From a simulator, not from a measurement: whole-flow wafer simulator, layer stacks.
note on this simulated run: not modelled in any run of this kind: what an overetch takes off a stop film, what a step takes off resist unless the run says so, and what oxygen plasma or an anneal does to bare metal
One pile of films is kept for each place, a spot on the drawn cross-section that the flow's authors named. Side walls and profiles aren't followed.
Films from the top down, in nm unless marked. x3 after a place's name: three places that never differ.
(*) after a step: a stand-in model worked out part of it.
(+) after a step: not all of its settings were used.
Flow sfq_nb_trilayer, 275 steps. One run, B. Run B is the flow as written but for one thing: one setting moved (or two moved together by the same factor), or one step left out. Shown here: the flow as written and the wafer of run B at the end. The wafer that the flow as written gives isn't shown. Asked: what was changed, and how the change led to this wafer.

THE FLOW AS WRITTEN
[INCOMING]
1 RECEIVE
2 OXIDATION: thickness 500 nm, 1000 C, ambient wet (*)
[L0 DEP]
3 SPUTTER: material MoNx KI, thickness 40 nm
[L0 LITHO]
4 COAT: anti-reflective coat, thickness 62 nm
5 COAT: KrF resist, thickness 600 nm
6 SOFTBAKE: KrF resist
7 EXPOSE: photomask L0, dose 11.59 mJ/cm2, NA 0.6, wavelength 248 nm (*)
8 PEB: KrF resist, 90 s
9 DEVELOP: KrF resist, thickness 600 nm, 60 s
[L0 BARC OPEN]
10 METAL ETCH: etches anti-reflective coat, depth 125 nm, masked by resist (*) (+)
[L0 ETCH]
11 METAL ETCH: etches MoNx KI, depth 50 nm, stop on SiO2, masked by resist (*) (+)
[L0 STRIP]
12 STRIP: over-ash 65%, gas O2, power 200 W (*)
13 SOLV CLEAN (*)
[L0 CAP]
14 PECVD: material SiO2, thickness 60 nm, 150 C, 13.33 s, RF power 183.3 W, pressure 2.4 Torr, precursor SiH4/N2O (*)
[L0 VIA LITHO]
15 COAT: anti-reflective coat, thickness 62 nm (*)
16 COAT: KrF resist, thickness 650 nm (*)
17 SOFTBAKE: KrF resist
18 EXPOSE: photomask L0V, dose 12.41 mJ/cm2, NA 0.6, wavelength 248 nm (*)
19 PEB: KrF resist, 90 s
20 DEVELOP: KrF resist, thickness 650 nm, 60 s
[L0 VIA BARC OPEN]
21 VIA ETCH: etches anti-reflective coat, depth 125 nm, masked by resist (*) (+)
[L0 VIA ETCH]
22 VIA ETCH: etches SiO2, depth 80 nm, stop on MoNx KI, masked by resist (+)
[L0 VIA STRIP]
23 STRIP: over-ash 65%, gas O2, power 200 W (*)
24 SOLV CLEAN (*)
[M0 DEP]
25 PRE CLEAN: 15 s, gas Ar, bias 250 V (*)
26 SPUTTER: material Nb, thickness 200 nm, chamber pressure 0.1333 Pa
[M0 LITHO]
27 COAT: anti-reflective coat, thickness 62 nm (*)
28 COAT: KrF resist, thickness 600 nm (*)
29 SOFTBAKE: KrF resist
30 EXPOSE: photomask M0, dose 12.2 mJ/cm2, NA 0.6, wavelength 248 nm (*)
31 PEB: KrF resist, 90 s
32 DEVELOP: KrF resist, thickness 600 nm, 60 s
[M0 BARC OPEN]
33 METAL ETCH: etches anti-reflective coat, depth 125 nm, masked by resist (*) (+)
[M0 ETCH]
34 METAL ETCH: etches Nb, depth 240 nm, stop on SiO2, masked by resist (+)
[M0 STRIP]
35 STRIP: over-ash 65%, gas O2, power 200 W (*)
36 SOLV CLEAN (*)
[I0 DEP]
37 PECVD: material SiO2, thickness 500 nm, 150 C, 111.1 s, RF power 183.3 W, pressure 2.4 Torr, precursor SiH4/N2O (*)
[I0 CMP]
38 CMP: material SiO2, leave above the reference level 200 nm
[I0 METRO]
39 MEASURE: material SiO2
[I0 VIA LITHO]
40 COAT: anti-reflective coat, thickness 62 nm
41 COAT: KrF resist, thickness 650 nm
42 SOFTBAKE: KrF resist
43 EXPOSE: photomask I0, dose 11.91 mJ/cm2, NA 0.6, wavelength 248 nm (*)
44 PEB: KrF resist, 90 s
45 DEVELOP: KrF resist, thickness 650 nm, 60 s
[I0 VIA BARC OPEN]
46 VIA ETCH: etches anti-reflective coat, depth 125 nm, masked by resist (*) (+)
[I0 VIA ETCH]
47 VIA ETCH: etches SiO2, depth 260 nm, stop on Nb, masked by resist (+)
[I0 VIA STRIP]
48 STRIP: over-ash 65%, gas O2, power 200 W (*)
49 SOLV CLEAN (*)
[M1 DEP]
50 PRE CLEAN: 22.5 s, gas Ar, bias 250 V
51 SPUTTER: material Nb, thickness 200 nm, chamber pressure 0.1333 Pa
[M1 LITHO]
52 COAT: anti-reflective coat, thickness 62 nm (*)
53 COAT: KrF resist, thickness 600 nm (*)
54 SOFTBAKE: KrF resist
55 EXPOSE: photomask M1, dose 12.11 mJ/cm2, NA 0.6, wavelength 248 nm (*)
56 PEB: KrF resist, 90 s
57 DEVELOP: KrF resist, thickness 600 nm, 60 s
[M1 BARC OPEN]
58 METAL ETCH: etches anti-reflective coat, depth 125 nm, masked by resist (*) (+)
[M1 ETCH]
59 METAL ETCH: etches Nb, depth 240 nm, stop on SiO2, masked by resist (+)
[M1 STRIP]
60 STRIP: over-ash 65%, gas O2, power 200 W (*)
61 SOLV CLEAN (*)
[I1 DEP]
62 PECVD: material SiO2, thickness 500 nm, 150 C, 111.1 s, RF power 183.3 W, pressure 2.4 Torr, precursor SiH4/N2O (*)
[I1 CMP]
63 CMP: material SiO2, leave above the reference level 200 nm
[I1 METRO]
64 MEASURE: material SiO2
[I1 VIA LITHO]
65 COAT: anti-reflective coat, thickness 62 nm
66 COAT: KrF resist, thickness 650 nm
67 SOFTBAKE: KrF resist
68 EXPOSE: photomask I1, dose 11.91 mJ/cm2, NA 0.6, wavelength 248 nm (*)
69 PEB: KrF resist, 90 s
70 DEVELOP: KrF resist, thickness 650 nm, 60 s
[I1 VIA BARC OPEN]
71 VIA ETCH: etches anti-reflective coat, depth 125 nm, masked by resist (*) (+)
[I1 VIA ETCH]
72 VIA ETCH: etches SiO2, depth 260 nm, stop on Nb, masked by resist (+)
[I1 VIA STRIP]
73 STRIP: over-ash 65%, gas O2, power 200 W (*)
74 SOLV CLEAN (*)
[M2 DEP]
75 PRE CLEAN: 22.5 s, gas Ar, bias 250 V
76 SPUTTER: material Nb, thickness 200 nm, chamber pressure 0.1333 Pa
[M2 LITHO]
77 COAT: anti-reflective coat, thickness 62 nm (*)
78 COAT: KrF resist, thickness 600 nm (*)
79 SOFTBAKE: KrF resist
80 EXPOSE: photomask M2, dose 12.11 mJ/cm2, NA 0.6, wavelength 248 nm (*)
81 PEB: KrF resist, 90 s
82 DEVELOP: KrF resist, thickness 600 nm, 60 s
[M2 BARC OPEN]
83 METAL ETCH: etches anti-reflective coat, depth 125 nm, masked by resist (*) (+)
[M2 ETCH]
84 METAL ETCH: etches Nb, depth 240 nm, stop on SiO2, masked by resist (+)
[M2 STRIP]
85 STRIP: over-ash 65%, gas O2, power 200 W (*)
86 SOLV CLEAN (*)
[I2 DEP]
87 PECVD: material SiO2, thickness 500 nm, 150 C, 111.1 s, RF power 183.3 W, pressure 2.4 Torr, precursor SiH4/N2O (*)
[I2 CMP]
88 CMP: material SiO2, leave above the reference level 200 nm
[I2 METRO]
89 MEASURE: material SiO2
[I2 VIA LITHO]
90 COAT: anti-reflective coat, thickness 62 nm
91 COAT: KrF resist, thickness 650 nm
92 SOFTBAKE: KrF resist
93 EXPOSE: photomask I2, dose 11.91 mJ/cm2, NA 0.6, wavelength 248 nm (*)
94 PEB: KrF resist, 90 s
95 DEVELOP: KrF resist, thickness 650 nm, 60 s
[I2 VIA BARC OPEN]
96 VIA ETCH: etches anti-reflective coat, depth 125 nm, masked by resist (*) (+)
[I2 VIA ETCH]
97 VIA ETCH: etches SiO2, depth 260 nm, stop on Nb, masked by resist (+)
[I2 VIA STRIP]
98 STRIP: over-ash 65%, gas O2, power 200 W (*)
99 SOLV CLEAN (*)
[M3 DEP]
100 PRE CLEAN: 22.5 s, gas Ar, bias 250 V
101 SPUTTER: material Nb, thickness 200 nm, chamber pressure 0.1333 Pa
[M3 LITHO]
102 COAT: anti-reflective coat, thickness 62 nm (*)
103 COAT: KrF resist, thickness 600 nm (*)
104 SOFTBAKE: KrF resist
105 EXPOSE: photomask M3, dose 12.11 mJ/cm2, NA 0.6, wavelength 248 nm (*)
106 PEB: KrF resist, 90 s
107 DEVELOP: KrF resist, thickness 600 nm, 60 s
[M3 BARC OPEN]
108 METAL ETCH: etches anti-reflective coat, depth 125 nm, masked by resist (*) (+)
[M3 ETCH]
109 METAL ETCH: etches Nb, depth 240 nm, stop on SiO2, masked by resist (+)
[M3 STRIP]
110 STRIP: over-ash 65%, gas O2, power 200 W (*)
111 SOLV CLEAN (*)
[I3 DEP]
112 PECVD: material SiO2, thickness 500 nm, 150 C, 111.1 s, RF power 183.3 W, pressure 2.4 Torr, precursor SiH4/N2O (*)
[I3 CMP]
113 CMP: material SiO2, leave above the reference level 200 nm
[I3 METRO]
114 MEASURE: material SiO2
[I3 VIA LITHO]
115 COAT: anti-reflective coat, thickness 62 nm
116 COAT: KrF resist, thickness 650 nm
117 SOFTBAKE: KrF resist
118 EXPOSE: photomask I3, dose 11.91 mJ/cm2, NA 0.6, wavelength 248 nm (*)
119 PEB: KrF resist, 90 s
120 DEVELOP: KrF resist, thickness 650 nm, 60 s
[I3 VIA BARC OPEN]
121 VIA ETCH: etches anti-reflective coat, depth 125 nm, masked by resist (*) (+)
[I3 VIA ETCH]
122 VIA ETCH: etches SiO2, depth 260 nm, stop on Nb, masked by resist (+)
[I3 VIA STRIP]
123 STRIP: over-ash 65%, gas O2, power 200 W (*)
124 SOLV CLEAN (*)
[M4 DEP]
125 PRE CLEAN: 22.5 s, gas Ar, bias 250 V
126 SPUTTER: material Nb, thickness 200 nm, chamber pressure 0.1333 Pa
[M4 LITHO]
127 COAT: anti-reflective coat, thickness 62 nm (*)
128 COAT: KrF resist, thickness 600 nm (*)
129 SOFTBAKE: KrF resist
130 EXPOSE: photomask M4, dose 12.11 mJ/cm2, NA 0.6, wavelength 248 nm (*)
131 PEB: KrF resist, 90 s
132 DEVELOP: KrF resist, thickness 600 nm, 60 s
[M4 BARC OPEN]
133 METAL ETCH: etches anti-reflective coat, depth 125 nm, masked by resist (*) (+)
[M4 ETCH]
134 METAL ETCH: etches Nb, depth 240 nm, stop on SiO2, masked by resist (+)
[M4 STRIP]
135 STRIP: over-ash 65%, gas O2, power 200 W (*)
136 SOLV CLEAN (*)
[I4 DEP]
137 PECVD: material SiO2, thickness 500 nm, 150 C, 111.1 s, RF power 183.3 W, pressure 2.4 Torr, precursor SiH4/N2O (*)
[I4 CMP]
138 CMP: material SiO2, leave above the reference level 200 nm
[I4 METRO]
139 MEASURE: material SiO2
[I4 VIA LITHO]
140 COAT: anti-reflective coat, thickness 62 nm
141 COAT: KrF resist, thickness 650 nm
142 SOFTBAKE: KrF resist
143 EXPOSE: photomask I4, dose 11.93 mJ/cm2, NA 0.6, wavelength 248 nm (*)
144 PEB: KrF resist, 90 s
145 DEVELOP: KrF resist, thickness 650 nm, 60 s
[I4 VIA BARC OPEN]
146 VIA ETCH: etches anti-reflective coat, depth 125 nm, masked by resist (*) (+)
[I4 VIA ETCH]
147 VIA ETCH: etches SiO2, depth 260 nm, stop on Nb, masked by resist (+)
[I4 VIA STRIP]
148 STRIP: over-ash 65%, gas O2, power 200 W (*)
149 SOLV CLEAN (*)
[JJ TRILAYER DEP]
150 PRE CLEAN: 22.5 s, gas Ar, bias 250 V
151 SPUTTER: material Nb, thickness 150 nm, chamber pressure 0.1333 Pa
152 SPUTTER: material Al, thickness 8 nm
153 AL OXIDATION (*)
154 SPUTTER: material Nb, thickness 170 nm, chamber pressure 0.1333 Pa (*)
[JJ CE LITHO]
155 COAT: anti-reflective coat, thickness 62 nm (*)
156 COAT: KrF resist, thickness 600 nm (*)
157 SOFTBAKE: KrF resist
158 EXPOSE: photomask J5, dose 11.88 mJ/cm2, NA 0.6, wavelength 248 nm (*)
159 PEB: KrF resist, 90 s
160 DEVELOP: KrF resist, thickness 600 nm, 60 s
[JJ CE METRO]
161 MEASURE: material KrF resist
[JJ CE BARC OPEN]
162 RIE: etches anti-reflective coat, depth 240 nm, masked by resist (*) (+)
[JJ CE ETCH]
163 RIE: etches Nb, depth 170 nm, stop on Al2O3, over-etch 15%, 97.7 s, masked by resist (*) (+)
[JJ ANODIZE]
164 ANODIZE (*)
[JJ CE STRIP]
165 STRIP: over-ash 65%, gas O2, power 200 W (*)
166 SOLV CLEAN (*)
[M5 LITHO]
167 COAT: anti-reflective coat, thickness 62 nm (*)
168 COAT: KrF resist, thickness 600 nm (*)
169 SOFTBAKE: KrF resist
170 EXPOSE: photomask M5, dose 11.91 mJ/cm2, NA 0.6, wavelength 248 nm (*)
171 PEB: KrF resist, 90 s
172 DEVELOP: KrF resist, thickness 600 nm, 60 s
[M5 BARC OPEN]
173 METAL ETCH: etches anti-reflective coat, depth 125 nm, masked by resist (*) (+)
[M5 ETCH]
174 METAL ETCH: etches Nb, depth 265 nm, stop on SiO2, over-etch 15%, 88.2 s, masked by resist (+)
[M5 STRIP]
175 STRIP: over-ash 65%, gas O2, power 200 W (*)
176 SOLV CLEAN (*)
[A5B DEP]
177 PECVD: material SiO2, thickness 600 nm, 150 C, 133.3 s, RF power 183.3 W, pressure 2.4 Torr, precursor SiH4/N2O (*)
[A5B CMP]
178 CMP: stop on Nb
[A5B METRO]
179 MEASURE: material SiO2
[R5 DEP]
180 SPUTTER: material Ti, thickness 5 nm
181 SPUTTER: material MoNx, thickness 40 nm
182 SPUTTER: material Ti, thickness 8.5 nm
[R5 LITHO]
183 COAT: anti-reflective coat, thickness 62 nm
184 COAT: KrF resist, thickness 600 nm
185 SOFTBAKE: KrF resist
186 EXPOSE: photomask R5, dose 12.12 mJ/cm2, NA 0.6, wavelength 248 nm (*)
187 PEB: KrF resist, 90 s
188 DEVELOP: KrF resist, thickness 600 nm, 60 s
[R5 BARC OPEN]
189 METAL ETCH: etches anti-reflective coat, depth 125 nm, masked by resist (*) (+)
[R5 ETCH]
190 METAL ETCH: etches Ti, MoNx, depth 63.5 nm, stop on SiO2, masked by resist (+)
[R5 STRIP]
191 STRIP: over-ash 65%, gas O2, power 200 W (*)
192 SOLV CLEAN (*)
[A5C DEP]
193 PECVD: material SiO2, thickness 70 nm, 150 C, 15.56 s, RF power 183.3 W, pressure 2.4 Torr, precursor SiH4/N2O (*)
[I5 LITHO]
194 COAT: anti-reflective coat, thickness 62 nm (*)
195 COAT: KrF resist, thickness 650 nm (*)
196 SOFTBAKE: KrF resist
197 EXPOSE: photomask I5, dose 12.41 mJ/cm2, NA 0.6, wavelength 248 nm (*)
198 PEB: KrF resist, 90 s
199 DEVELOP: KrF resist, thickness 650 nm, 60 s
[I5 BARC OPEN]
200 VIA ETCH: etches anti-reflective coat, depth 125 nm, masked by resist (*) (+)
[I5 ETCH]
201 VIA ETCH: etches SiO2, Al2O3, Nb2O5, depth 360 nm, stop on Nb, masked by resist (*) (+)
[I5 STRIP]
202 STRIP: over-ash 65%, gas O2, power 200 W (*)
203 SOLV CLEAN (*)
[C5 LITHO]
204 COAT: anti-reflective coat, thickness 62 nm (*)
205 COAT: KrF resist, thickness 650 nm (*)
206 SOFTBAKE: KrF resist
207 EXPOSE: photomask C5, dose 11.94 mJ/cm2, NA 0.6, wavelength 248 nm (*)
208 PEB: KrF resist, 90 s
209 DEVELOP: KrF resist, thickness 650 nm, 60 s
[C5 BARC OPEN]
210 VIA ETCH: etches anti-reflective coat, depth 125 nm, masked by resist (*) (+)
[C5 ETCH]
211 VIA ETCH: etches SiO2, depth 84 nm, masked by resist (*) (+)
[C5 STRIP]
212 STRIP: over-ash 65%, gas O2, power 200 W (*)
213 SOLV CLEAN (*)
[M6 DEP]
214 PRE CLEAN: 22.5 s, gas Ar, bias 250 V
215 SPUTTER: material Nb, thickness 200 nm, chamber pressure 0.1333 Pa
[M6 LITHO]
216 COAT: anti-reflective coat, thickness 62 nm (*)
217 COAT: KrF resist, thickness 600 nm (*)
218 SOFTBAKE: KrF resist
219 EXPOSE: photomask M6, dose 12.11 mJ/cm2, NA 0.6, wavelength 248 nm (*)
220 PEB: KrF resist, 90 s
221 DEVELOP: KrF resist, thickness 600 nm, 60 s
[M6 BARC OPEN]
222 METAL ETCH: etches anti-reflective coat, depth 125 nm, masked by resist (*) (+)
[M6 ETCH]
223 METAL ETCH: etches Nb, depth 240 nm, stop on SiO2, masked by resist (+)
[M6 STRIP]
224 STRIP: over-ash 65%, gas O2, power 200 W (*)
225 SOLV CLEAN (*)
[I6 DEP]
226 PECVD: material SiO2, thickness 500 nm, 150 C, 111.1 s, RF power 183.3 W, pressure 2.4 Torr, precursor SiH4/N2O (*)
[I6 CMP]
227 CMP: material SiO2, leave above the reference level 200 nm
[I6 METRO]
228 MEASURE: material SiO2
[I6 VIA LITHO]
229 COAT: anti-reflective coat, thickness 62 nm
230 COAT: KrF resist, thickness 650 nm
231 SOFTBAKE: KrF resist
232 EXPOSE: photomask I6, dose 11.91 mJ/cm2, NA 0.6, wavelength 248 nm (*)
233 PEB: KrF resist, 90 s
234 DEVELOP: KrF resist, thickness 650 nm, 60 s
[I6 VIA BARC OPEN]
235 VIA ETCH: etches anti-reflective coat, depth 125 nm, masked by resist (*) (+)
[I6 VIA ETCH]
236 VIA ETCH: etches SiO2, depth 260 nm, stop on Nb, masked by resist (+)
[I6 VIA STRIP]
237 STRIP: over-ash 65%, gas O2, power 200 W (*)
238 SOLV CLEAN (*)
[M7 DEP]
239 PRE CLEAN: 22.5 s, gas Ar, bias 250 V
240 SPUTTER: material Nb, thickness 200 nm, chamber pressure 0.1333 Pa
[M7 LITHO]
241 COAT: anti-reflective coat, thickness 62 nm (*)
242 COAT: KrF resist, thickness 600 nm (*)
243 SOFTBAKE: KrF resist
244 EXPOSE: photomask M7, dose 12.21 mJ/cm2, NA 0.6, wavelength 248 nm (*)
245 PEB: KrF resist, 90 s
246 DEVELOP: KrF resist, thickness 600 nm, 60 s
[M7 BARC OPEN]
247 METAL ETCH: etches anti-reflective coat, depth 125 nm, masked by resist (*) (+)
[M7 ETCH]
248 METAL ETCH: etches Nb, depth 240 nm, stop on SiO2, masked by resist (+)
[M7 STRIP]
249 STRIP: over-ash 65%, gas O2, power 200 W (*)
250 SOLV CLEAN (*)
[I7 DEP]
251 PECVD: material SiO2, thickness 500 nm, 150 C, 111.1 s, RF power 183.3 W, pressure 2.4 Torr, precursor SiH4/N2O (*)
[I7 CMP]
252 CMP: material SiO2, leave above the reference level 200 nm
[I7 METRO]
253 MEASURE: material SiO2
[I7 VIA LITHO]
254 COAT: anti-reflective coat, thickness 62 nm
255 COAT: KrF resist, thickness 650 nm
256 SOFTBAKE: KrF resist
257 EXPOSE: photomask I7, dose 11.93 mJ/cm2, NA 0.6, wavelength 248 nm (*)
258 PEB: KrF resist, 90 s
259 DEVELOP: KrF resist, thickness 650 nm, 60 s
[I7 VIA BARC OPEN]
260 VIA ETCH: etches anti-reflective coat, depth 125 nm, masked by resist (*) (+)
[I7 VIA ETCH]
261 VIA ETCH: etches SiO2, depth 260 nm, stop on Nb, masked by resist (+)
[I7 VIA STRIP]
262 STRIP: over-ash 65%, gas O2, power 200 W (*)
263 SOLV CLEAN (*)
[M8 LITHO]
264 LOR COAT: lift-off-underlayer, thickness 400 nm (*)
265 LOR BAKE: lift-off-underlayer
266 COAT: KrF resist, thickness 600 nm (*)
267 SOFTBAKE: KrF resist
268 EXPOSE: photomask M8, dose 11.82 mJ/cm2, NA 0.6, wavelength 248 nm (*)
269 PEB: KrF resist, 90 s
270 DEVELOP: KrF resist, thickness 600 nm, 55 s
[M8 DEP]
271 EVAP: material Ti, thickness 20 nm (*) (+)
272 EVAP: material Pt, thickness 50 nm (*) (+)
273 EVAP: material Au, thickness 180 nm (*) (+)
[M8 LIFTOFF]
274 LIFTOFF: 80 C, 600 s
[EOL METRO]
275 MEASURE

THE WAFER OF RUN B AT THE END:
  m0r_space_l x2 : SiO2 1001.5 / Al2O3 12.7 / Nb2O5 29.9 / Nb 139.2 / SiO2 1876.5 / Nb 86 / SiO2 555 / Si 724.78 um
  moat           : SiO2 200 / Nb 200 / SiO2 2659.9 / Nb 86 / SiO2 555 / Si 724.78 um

The cause: step 34, METAL ETCH: depth 114 nm was run, where the flow has depth 240 nm.

How the change led to this, step by step:
  34 METAL ETCH: etches Nb, depth 240 nm, stop on SiO2, masked by resist (+)
      moat, m0r_space_l x2: Nb -114 (as written it would be: Nb -200 (all of it))
      field_l, v_sur, via_wl and 100 more: KrF resist -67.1 (as written it would be: KrF resist -141.2)
  35 STRIP: over-ash 65%, gas O2, power 200 W (*)
      p4_fl, p4_fm, p4_w1 and 68 more: KrF resist -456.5 (all of it), anti-reflective coat -62 (all of it) (as written it would be: KrF resist -382.4 (all of it), anti-reflective coat -62 (all of it))
      ce_r, sp_r, be_r, r_sur: KrF resist -463.1 (all of it), anti-reflective coat -63.6 (all of it) (as written it would be: KrF resist -389 (all of it), anti-reflective coat -63.6 (all of it))
      (and at 28 more places)
  37 PECVD: material SiO2, thickness 500 nm, 150 C, 111.1 s, RF power 183.3 W, pressure 2.4 Torr, precursor SiH4/N2O (*)
      moat, m0r_space_l x2: SiO2 +500 (new film) (as written it would be: SiO2 +557.1)
  38 CMP: material SiO2, leave above the reference level 200 nm
      moat, m0r_space_l x2: SiO2 -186 (as written it would be: SiO2 -157.1)
Counting metal films that touch as one body, m0r_space_l x2 has 2 bodies (between them, from the top down: SiO2 1876.5); the flow as written gives 1 body.
Counting metal films that touch as one body, moat has 2 bodies (between them, from the top down: SiO2 2659.9); the flow as written gives 1 body.
